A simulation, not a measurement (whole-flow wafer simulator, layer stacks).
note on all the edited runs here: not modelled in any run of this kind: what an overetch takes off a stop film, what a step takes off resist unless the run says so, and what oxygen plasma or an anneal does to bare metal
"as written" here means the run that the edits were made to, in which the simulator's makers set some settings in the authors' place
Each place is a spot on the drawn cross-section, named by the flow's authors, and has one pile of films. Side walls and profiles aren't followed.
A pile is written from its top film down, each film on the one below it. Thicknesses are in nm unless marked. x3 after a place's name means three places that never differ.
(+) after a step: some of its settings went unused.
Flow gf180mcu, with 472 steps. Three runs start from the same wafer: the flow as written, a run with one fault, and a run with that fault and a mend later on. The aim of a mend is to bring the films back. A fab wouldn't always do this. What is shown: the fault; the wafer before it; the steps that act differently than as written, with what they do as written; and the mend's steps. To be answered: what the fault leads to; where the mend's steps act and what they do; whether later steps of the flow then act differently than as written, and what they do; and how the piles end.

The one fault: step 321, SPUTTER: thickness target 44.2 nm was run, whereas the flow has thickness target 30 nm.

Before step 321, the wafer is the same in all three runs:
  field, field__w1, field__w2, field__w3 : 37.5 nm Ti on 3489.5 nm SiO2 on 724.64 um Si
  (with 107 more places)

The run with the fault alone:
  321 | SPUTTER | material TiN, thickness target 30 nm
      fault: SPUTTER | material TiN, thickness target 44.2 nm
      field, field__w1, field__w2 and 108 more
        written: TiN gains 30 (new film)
        fault: TiN gains 44.2 (new film)
  Later steps of the flow acting differently than as written:
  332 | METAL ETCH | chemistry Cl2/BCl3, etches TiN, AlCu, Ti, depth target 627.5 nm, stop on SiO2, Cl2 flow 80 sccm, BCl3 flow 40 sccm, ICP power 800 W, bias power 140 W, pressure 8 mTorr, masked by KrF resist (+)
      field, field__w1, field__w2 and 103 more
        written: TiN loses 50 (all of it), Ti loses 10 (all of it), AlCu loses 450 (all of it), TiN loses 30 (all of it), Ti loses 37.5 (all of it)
        fault: TiN loses 50 (all of it), Ti loses 10 (all of it), AlCu loses 450 (all of it), TiN loses 44.2 (all of it), Ti loses 37.5 (all of it)
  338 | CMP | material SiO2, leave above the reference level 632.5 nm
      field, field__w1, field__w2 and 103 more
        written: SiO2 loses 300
        fault: SiO2 loses 285.8
  The piles end different from the flow's at field__w8, contact, m1, m1__w1, m1_nw by more than 2% or 0.5 nm, whichever is larger.
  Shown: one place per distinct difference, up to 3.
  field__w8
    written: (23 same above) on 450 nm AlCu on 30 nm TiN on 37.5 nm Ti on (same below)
    fault: (23 same above) on 450 nm AlCu on 44.2 nm TiN on 37.5 nm Ti on (same below)
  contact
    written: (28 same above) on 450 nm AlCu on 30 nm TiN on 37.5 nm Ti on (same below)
    fault: (28 same above) on 450 nm AlCu on 44.2 nm TiN on 37.5 nm Ti on (same below)

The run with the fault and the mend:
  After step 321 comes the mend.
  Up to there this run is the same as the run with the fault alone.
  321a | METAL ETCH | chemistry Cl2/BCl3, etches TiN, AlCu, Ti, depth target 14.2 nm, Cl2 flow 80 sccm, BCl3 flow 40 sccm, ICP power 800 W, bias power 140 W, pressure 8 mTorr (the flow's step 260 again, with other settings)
      field, field__w1, field__w2 and 108 more
        TiN loses 14.2
  None of the later steps of the flow acts differently than as written at any place that is followed.
  At every place that both follow, the piles at the end match the flow's.
